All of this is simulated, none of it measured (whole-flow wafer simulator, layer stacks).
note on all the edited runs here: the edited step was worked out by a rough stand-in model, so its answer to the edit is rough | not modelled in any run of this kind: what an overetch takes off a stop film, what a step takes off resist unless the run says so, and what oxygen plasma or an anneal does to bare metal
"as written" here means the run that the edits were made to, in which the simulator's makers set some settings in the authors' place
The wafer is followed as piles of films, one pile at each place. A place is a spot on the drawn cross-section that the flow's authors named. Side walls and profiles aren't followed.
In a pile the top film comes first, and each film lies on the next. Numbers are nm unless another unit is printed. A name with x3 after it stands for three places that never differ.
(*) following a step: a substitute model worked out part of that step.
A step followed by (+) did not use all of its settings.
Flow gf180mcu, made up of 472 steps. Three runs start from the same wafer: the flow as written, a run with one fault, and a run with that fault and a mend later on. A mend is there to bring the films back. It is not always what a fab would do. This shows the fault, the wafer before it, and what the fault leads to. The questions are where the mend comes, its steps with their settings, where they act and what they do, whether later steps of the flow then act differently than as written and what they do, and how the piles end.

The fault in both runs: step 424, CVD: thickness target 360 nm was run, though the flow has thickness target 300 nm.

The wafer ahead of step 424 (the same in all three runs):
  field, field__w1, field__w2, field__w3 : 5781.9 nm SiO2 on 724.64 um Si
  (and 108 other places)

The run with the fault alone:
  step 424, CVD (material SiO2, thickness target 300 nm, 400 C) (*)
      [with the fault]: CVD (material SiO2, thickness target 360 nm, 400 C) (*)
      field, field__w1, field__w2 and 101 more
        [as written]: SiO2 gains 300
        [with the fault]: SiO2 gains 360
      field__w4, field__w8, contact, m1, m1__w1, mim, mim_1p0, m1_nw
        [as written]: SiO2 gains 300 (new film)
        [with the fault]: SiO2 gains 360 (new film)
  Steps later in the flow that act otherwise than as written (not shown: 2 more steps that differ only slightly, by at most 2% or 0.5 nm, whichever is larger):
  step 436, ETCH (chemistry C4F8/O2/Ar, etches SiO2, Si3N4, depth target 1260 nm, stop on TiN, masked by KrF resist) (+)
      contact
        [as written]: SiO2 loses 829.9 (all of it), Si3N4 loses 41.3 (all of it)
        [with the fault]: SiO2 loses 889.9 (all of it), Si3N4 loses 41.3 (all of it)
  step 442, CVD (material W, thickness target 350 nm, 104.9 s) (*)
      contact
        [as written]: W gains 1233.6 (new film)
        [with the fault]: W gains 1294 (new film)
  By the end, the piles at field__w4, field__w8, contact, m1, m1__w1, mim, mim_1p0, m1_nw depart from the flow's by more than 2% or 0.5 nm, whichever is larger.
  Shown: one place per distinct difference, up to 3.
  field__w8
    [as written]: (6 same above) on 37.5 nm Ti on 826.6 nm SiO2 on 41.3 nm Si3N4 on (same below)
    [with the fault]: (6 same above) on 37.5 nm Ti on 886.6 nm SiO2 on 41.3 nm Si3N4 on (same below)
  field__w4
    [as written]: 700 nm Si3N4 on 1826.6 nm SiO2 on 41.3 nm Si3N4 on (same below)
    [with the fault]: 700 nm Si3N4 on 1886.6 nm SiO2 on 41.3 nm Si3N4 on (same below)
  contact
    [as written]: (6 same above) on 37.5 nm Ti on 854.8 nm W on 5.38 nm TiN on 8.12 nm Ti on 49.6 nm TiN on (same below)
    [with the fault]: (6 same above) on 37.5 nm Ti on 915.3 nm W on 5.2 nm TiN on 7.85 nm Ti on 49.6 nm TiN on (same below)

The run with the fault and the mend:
  The mend follows step 435.
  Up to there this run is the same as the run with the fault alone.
  step 436, ETCH (chemistry C4F8/O2/Ar, etches SiO2, Si3N4, depth target 1320 nm, stop on TiN, masked by KrF resist) (+) (the flow's step 436; as written it has depth target 1260 nm)
      field, field__w1, field__w2 and 108 more
        KrF resist loses 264
      contact
        SiO2 loses 889.9 (all of it), Si3N4 loses 41.3 (all of it)
  Steps later in the flow that act otherwise than as written (not shown: 3 more steps that differ only slightly, by at most 2% or 0.5 nm, whichever is larger):
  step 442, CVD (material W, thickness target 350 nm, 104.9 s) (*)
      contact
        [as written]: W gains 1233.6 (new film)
        [with the mend]: W gains 1294 (new film)
  By the end, the piles at field__w4, field__w8, contact, m1, m1__w1, mim, mim_1p0, m1_nw depart from the flow's by more than 2% or 0.5 nm, whichever is larger.
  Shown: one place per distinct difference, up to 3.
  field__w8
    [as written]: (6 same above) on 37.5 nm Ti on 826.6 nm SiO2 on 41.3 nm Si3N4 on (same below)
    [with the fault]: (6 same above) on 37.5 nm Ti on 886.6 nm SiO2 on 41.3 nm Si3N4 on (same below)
    [with the mend]: (6 same above) on 37.5 nm Ti on 886.6 nm SiO2 on 41.3 nm Si3N4 on (same below)
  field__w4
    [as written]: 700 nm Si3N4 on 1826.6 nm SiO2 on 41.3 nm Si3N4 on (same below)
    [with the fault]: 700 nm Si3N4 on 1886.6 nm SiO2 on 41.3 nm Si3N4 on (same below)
    [with the mend]: 700 nm Si3N4 on 1886.6 nm SiO2 on 41.3 nm Si3N4 on (same below)
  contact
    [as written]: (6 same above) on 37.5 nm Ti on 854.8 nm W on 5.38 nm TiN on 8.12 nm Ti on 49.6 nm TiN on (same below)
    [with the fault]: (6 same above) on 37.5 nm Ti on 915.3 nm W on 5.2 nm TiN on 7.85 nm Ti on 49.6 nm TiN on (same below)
    [with the mend]: (6 same above) on 37.5 nm Ti on 915.3 nm W on 5.2 nm TiN on 7.85 nm Ti on 49.6 nm TiN on (same below)
